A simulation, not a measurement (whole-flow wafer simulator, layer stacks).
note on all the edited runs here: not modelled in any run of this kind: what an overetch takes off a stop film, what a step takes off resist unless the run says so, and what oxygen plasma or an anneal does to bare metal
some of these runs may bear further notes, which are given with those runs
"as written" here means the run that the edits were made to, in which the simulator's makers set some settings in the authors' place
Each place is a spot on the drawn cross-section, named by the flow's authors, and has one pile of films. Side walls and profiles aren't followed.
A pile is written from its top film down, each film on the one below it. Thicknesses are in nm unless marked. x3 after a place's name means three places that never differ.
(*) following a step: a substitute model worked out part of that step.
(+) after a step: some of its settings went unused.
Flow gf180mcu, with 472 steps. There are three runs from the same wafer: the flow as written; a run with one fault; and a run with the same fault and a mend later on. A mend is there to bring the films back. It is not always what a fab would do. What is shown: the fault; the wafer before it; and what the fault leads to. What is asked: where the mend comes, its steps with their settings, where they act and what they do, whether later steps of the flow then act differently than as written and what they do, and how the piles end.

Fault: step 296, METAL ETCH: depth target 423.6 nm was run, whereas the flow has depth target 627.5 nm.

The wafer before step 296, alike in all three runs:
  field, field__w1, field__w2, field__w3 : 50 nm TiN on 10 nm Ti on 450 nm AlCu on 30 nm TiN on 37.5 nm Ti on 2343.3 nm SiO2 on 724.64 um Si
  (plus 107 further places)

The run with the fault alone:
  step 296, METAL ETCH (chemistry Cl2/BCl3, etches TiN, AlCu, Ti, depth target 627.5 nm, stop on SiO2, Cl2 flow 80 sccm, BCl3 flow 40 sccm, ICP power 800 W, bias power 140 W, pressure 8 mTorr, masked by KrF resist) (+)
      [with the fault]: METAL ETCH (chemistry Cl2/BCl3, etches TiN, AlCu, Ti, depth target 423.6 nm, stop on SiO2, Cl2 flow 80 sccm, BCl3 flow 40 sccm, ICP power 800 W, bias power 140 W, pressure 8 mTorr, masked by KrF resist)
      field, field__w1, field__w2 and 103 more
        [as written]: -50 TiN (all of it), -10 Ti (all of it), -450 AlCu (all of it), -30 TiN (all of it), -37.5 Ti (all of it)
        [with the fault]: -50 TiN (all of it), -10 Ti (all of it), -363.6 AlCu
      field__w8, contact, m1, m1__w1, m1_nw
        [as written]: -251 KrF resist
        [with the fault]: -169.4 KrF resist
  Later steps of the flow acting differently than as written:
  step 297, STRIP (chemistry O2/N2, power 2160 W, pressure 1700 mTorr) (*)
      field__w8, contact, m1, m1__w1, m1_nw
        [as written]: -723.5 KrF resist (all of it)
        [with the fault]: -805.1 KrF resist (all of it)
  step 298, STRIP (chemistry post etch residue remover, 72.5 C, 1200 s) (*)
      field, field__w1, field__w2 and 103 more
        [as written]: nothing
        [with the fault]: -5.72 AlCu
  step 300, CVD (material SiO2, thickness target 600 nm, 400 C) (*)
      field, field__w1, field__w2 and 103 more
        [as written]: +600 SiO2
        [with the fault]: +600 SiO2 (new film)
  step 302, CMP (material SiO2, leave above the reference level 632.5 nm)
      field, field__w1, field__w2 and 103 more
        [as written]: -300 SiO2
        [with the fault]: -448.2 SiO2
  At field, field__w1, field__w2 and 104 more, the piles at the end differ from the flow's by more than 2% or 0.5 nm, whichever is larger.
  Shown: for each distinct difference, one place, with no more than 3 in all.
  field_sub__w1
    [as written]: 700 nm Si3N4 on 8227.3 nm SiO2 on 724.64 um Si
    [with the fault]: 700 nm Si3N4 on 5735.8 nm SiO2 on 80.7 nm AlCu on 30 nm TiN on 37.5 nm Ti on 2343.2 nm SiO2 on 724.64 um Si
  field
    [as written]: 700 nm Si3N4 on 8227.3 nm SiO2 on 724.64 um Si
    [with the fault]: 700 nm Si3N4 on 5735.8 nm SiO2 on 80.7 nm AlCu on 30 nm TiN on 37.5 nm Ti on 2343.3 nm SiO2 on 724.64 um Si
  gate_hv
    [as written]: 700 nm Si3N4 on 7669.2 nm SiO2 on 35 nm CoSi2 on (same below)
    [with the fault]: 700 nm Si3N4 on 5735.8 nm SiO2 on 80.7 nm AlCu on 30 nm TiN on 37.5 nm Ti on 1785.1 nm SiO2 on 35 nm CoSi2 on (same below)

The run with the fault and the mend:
  After step 298 comes the mend.
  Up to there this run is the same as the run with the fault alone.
  step 298a, DEHYDRATE (200 C, 60 s) (the flow's step 289, run once more)
      does not change any film at any place that is followed
  step 298b, HMDS (120 C, 60 s) (the flow's step 290, run once more)
      does not change any film at any place that is followed
  step 298c, COAT (KrF resist, thickness 1000 nm) (*) (the flow's step 291, run once more)
      iso_ptap_pw, iso_ntap_nw, iso_nw_fld and 33 more
        +1000 KrF resist (new film)
      field__w1, field__w2, field__w3 and 17 more
        +1002.8 KrF resist (new film)
      field_sub__w2, field_sub__w4, ld_acc_p and 8 more
        +1002.7 KrF resist (new film)
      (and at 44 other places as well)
  step 298d, SOFTBAKE (KrF resist) (the flow's step 292, run once more)
      does not change any film at any place that is followed
  step 298e, EXPOSE (photomask Metal2) (the flow's step 293, run once more)
      does not change any film at any place that is followed
  step 298f, PEB (KrF resist, 135 C, 90 s) (the flow's step 294, run once more)
      field__w1, field__w2, field__w3 and 56 more
        -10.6 KrF resist
      iso_ptap_pw, iso_ntap_nw, iso_nw_fld and 33 more
        -10.5 KrF resist
      gate_hv, sd_p, nw_sep_fld, polyc_n, polyc_n_rim
        -10.7 KrF resist
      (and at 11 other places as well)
  step 298g, DEVELOP (thickness 1000 nm, 60 s) (the flow's step 295, run once more)
      iso_ptap_pw, iso_ntap_nw, iso_nw_fld and 33 more
        -989.5 KrF resist (all of it)
      field__w1, field__w2, field__w3 and 13 more
        -992.3 KrF resist (all of it)
      field_sub__w2, field_sub__w4, ld_drn_n and 7 more
        -992.1 KrF resist (all of it)
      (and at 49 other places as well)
  step 298h, METAL ETCH (chemistry Cl2/BCl3, etches TiN, AlCu, Ti, depth target 203.9 nm, stop on SiO2, Cl2 flow 80 sccm, BCl3 flow 40 sccm, ICP power 800 W, bias power 140 W, pressure 8 mTorr, masked by KrF resist) (+) (the flow's step 296, run once more with other settings)
      field, field__w1, field__w2 and 103 more
        -80.7 AlCu (all of it), -30 TiN (all of it), -37.5 Ti (all of it)
      field__w8, contact, m1, m1__w1, m1_nw
        -81.6 KrF resist
  step 298i, STRIP (chemistry O2/N2, power 2160 W, pressure 1700 mTorr) (*) (the flow's step 297, run once more)
      field__w8
        -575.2 KrF resist (all of it)
      contact
        -573.2 KrF resist (all of it)
      m1
        -575.7 KrF resist (all of it)
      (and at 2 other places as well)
  step 298j, STRIP (chemistry post etch residue remover, 72.5 C, 1200 s) (*) (the flow's step 298, run once more)
      field__w8, contact, m1, m1__w1, m1_nw
        -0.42 TiN
  Every later step of the flow that is run acts as written, at every place that is followed, to within 2% or 0.5 nm, whichever is larger.
  At the end the piles are close to the flow's at the places that both follow, differing by at most 2% or 0.5 nm, whichever is larger.
